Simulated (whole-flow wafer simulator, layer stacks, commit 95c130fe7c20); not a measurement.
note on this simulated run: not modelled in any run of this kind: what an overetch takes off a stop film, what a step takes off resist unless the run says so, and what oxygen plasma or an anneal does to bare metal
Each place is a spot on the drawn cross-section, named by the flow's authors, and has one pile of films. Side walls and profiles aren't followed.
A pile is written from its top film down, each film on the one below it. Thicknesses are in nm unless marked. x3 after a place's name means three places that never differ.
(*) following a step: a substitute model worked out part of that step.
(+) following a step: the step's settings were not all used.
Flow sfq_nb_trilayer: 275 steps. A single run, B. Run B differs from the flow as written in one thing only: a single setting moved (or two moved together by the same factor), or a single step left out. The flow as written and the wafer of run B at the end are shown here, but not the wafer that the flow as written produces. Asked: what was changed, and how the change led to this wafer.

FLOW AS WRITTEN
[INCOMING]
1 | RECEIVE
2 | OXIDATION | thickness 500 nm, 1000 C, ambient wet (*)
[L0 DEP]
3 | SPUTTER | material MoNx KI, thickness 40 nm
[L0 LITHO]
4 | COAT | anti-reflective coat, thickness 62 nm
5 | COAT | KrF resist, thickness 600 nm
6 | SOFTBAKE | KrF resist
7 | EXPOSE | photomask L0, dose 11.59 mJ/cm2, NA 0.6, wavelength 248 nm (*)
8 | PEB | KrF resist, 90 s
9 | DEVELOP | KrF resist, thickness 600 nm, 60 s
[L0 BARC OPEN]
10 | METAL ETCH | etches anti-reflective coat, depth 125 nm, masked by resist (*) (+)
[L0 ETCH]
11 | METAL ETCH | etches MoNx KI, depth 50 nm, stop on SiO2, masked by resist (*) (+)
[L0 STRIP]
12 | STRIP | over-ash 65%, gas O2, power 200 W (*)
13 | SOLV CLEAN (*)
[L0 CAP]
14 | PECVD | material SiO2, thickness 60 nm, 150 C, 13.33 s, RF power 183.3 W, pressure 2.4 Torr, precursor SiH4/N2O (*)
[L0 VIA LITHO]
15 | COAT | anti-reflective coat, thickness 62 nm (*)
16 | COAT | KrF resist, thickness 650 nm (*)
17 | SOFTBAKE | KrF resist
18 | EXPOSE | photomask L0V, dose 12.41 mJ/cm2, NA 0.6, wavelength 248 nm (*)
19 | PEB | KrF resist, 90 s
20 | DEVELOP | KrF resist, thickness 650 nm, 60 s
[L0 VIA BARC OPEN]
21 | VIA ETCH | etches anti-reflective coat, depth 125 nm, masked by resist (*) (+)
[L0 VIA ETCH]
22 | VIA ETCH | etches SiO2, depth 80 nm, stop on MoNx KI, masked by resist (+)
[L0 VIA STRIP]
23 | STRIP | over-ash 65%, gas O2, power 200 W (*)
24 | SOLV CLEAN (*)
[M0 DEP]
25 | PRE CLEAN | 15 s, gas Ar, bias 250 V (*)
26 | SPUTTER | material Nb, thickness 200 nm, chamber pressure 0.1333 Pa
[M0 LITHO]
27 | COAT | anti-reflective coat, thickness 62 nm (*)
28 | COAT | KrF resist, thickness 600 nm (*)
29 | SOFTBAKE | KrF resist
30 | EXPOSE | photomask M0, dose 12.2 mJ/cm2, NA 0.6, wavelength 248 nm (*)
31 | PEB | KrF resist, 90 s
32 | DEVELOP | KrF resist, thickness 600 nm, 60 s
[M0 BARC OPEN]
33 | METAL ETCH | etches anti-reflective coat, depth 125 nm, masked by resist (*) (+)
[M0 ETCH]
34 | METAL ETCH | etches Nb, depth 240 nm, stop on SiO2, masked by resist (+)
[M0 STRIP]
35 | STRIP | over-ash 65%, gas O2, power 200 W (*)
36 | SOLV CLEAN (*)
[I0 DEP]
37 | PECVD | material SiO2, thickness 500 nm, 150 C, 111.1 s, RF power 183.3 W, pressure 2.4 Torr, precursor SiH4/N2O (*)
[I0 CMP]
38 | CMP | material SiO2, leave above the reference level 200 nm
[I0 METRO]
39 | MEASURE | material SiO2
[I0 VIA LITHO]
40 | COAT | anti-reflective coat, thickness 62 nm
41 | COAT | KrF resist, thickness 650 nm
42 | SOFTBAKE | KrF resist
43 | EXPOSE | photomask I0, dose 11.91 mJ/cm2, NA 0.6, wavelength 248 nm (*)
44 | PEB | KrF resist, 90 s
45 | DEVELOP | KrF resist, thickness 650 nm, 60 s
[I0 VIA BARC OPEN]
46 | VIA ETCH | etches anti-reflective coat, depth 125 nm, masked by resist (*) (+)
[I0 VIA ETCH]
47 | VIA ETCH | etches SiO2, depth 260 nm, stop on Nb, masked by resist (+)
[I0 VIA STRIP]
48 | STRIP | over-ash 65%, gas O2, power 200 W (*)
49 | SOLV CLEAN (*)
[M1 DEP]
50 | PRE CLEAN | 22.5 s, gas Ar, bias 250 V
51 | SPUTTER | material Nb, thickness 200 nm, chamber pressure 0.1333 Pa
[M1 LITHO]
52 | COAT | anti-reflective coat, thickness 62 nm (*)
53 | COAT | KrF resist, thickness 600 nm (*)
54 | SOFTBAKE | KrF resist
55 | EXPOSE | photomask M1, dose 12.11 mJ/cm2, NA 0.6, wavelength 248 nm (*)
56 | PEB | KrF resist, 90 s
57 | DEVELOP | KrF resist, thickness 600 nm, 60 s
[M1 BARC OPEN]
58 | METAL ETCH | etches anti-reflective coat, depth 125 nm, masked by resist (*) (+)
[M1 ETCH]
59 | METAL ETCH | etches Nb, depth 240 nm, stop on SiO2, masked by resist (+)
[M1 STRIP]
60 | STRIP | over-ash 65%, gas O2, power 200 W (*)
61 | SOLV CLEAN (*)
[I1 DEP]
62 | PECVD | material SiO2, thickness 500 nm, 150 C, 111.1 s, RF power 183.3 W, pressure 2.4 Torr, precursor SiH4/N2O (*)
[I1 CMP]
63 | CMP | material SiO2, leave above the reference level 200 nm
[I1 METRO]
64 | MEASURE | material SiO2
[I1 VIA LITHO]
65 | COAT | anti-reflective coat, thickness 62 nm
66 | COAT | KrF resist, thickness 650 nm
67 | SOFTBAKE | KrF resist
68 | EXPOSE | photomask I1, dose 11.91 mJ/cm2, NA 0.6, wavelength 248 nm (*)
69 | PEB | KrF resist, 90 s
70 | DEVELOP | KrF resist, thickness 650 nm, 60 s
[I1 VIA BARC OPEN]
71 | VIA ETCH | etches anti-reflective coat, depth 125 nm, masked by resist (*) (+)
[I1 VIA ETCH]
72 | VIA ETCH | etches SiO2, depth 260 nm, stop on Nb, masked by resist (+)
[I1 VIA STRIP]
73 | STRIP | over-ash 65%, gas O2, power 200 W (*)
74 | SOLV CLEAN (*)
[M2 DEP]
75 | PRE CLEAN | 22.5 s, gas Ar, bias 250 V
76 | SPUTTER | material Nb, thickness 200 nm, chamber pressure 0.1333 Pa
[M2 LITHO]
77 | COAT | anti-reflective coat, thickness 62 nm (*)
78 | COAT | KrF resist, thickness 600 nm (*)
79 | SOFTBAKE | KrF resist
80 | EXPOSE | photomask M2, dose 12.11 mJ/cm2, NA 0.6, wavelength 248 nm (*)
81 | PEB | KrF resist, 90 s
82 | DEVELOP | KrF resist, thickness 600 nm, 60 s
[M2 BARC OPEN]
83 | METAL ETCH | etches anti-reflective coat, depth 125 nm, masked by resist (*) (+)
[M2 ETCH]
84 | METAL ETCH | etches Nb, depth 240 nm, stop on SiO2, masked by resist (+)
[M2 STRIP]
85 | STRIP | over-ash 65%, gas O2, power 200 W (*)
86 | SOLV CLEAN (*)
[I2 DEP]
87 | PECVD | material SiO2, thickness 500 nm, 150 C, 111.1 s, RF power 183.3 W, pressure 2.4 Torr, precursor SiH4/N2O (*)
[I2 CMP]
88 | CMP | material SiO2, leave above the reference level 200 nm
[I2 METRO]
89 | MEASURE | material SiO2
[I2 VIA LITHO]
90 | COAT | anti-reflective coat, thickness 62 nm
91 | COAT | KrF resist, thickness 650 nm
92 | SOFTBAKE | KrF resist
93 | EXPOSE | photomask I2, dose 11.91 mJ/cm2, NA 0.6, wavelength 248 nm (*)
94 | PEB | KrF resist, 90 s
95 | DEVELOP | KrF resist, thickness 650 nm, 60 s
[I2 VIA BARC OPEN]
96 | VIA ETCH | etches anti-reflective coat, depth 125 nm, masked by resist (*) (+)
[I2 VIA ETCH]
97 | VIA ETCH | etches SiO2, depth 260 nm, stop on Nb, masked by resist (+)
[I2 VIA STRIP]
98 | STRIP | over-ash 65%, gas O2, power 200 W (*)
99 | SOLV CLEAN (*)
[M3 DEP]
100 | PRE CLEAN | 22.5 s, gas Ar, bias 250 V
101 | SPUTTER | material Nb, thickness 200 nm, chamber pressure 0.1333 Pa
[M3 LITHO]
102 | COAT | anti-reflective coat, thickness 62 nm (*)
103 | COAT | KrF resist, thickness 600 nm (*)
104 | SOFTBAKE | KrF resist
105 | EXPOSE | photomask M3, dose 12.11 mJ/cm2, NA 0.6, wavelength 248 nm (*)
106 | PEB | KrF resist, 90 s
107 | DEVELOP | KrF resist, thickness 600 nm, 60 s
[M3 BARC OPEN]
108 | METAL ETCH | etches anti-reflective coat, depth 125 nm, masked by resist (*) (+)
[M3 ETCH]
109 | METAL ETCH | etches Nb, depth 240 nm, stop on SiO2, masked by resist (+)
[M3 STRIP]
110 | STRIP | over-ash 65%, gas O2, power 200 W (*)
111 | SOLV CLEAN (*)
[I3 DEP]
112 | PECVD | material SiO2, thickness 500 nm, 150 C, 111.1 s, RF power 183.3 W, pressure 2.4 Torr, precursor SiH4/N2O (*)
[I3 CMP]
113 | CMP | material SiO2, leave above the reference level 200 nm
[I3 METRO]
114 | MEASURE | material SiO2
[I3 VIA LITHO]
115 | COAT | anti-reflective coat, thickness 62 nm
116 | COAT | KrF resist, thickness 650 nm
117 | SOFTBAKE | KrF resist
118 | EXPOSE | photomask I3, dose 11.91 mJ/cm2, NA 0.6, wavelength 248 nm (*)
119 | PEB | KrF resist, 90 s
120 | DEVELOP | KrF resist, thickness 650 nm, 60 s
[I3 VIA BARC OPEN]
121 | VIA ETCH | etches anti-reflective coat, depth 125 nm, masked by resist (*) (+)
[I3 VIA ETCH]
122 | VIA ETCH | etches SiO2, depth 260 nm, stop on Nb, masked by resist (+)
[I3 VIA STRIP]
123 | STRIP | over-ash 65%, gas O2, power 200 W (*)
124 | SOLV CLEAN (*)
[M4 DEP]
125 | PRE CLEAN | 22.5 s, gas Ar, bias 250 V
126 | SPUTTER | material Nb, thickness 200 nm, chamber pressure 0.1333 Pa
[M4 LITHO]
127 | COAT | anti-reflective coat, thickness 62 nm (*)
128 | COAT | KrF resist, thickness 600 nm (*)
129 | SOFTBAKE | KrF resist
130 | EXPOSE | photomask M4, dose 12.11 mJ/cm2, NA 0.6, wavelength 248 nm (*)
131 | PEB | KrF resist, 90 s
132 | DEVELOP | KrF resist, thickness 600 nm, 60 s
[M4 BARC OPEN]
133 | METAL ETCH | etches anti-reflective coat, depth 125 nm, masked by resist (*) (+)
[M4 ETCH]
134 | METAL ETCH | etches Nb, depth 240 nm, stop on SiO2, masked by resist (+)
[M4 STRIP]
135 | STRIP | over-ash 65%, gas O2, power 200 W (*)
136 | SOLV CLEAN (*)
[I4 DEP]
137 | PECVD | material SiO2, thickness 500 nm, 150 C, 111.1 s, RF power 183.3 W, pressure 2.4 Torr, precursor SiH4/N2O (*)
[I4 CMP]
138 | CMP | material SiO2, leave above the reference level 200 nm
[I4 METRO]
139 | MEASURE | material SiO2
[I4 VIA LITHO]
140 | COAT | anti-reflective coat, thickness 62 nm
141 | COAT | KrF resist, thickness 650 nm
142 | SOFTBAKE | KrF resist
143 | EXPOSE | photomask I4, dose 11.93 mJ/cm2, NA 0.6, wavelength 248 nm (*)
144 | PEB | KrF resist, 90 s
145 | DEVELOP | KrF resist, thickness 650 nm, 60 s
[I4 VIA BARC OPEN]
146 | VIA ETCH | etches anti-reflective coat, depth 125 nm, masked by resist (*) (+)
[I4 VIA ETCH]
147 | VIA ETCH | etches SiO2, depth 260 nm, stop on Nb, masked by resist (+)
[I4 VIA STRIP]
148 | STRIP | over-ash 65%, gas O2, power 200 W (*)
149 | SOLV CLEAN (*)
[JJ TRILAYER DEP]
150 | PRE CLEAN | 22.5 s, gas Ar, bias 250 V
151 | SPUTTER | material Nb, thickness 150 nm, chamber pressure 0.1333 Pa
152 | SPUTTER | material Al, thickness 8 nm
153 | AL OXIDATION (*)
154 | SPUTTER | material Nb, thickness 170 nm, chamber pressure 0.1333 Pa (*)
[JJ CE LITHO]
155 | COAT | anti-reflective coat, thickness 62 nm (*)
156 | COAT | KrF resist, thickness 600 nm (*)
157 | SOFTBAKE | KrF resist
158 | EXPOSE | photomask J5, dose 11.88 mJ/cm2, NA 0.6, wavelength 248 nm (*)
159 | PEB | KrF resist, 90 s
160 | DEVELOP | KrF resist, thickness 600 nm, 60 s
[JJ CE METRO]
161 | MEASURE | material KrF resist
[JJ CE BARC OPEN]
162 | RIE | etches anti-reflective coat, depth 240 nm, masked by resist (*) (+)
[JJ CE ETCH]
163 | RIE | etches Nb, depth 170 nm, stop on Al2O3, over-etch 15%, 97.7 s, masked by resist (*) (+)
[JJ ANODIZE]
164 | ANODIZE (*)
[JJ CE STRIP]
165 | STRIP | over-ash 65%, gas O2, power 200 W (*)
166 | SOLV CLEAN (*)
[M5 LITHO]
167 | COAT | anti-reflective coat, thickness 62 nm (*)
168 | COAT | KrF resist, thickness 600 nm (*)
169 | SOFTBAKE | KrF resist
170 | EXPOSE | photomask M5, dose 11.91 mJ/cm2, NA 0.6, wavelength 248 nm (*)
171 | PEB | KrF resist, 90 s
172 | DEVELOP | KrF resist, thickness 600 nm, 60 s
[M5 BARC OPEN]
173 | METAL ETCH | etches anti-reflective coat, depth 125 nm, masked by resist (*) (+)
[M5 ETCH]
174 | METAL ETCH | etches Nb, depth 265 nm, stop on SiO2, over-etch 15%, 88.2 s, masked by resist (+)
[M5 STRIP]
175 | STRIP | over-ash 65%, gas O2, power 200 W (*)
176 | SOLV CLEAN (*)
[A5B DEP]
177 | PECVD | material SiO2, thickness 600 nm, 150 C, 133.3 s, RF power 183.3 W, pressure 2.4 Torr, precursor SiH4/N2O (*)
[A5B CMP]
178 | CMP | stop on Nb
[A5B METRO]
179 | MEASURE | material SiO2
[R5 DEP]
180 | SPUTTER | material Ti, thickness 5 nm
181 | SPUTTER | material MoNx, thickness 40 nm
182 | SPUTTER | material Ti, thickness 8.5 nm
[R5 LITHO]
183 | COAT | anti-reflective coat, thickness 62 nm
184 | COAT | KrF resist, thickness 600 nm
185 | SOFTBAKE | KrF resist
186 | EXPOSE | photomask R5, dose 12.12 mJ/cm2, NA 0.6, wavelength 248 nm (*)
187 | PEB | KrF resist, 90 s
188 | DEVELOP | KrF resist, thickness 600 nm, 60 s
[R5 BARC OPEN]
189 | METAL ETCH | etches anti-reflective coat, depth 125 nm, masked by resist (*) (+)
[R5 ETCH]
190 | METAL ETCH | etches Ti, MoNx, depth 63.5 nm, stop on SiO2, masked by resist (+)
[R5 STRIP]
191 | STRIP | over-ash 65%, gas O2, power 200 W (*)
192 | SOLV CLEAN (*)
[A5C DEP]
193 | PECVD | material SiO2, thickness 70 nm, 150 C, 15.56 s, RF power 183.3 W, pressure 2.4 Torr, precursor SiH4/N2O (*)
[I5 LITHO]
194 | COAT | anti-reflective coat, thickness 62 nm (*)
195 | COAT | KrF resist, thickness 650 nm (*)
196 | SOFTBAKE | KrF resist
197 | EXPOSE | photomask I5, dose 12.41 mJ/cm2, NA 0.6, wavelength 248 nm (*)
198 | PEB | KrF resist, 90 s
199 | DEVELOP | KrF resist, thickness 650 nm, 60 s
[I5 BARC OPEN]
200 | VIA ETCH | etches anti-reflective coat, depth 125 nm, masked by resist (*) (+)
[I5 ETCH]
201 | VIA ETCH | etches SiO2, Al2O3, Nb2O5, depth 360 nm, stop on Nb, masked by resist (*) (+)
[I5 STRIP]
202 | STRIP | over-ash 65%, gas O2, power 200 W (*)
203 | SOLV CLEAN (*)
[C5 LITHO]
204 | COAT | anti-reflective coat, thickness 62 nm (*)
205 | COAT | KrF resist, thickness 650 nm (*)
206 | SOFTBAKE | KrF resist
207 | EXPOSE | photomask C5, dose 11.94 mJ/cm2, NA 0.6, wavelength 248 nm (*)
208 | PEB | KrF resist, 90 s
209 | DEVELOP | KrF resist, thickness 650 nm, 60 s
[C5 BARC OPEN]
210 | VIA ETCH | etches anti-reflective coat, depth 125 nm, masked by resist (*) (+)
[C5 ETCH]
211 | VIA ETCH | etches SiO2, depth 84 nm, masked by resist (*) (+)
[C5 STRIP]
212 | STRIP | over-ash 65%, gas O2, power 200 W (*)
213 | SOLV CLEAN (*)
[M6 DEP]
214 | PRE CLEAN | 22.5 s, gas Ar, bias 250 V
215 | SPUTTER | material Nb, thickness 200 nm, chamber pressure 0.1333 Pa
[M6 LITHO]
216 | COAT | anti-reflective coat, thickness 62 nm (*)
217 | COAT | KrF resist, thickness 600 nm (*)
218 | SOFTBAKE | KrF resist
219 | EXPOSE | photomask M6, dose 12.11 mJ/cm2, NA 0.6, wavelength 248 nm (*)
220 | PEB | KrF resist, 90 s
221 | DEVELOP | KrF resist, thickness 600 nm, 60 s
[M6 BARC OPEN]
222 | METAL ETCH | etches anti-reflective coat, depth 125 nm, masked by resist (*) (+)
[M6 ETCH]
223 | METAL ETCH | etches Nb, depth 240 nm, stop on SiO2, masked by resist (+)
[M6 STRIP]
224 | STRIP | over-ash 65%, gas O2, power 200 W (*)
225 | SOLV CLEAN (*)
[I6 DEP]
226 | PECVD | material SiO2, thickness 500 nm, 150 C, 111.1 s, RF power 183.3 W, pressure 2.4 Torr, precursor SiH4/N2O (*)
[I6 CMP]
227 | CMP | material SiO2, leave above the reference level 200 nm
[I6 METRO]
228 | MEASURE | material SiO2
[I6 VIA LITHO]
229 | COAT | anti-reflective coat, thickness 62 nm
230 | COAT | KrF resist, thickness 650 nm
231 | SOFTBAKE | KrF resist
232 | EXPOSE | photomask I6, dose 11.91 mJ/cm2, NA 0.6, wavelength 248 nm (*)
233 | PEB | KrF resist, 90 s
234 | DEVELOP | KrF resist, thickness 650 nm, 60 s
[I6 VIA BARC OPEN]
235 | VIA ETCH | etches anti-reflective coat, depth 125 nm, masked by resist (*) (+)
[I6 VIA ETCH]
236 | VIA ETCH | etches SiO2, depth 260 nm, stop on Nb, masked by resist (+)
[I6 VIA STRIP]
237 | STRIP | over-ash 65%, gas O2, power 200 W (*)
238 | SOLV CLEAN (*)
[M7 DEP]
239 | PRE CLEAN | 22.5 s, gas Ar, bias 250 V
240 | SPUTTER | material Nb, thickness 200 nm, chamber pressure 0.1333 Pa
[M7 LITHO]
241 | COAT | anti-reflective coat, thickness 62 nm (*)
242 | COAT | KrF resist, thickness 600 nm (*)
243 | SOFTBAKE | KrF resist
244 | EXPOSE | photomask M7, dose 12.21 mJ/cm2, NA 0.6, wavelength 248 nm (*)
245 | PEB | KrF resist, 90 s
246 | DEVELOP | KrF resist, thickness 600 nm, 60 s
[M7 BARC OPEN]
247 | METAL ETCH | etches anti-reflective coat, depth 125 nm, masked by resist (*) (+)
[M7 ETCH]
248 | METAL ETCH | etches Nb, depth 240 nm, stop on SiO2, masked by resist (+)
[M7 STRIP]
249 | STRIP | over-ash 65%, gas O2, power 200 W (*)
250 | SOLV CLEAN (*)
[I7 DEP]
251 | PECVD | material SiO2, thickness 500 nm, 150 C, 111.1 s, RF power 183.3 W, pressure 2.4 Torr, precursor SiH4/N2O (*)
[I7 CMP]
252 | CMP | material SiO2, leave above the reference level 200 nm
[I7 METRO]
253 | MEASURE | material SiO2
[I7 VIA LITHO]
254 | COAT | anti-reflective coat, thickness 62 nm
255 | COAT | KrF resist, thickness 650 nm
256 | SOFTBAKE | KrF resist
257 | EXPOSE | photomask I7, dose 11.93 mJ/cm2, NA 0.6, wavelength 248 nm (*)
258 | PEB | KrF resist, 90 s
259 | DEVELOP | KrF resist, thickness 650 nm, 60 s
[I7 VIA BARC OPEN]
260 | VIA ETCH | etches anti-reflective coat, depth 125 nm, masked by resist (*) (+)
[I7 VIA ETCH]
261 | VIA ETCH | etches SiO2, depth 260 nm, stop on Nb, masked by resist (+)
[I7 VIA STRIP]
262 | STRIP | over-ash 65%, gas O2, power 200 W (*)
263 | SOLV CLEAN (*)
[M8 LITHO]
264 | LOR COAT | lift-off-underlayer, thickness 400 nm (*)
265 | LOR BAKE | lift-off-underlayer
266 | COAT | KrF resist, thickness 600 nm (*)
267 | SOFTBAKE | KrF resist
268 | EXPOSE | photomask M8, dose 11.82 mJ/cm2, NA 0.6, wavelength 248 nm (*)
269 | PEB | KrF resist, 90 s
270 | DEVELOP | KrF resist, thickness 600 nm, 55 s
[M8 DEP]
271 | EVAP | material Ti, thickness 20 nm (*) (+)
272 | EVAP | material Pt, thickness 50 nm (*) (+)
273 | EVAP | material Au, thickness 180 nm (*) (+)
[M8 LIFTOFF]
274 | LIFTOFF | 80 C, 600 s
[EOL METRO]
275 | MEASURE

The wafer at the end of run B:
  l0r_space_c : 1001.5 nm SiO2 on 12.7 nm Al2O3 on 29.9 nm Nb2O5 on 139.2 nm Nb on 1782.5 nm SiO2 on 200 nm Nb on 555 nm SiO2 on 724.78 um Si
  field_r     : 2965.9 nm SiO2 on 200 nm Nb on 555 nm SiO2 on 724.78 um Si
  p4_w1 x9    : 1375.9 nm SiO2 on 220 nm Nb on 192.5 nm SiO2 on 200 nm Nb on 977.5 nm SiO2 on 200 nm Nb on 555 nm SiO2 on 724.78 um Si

The reason: step 126, SPUTTER: thickness 220 nm was run, though the flow has thickness 200 nm.
One can read it off the wafer: p4_w1 x9 has Nb 220, and step 126 as written asks for 200 nm.

Step by step, how the change led to this:
  126 | SPUTTER | material Nb, thickness 200 nm, chamber pressure 0.1333 Pa
      field_l, v_sur, via_wl and 102 more: Nb gains 220 (new film) (as written it would have been: Nb gains 200 (new film))
      via_v: Nb gains 182.3 (as written it would have been: Nb gains 165.5)
  134 | METAL ETCH | etches Nb, depth 240 nm, stop on SiO2, masked by resist (+)
      field_l, be, be_sur and 64 more: Nb loses 220 (all of it) (as written it would have been: Nb loses 200 (all of it))
  137 | PECVD | material SiO2, thickness 500 nm, 150 C, 111.1 s, RF power 183.3 W, pressure 2.4 Torr, precursor SiH4/N2O (*)
      p3_s0 x6: SiO2 gains 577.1 (as written it would have been: SiO2 gains 557.1)
  138 | CMP | material SiO2, leave above the reference level 200 nm
      field_l, be, be_sur and 55 more: SiO2 loses 80 (as written it would have been: SiO2 loses 100)
      lsp_r, l0_sur, l0v: SiO2 loses 71.1 (as written it would have been: SiO2 loses 91.9)
